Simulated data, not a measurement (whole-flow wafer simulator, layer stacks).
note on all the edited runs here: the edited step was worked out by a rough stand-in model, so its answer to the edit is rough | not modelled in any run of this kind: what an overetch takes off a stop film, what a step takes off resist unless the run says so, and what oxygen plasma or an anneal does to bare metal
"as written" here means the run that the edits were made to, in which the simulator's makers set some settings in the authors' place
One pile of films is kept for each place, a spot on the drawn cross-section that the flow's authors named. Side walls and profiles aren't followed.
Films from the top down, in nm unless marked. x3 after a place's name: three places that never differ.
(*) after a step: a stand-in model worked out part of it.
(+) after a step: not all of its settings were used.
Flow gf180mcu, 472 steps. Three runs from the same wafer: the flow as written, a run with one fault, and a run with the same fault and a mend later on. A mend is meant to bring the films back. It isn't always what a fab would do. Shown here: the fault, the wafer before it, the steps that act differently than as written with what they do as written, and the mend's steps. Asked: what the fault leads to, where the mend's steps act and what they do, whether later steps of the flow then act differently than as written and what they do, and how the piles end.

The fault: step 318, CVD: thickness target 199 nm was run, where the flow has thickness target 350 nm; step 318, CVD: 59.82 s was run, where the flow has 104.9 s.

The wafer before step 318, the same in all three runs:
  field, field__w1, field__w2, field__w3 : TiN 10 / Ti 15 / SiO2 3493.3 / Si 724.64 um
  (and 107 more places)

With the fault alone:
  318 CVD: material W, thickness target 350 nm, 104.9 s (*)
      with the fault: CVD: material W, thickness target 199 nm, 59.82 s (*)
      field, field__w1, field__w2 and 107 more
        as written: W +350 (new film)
        with the fault: W +200.7 (new film)
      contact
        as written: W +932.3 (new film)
        with the fault: W +783 (new film)
  Later steps of the flow that act differently than as written:
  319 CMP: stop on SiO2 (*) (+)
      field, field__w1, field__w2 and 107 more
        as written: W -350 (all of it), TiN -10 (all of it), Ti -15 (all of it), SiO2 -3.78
        with the fault: W -200.7 (all of it), TiN -10 (all of it), Ti -15 (all of it), SiO2 -2.28
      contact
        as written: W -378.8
        with the fault: W -228
  At the end the piles differ from the flow's only slightly at the places that both follow, by at most 2% or 0.5 nm, whichever is larger.

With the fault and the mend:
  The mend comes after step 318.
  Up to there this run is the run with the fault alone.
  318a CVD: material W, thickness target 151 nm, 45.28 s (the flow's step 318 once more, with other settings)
      field, field__w1, field__w2 and 108 more
        W +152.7
  No later step of the flow acts differently than as written, at any place that is followed, by more than 2% or 0.5 nm, whichever is larger.
  At the end the piles differ from the flow's only slightly at the places that both follow, by at most 2% or 0.5 nm, whichever is larger.
